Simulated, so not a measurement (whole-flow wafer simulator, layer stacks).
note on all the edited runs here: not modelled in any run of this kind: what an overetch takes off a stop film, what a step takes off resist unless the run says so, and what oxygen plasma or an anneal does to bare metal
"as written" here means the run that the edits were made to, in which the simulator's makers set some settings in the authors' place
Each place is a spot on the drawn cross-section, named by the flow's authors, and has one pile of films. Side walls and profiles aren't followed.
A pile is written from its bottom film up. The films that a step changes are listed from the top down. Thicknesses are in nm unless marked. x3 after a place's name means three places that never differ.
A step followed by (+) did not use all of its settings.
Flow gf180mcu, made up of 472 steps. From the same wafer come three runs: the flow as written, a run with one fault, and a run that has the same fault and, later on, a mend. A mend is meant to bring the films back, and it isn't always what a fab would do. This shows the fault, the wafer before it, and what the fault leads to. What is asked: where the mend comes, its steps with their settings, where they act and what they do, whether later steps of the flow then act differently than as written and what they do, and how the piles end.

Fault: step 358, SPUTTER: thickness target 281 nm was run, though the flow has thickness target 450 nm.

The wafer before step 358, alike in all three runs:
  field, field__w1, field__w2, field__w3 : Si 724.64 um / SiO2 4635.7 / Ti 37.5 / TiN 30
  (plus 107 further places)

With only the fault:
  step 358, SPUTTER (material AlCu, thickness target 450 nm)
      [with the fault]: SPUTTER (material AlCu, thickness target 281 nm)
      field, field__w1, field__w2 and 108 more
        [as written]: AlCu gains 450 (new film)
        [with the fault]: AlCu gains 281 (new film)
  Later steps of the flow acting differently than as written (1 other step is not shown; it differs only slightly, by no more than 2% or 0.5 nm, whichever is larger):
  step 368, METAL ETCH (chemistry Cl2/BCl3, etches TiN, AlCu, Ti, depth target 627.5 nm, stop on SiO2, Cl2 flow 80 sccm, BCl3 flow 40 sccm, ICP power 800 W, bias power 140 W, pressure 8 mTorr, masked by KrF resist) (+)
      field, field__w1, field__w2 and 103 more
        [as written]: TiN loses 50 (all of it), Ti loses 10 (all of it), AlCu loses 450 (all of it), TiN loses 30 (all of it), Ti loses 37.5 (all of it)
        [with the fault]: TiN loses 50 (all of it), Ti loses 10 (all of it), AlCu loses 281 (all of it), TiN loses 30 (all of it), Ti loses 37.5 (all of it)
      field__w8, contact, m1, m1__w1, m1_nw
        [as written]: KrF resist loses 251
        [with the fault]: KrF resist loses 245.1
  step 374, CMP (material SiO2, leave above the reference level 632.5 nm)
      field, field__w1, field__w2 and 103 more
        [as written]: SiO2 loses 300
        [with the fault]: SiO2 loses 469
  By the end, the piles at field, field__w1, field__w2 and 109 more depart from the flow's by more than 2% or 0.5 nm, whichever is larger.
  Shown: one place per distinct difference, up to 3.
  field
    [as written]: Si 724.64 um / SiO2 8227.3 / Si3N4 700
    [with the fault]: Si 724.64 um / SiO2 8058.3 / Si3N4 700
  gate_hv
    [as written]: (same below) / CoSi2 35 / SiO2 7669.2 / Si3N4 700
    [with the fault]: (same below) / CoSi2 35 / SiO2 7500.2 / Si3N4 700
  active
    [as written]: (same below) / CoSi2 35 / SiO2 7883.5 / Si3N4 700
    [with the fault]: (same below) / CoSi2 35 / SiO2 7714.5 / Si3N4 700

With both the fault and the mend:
  After step 358 comes the mend.
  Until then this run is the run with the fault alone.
  step 358a, SPUTTER (material AlCu, thickness target 169 nm) (the flow's step 358 again, with other settings)
      field, field__w1, field__w2 and 108 more
        AlCu gains 169
  Later steps of the flow that are run all act as written at every place that is followed.
  The piles end the same as the flow's at every place that both follow.
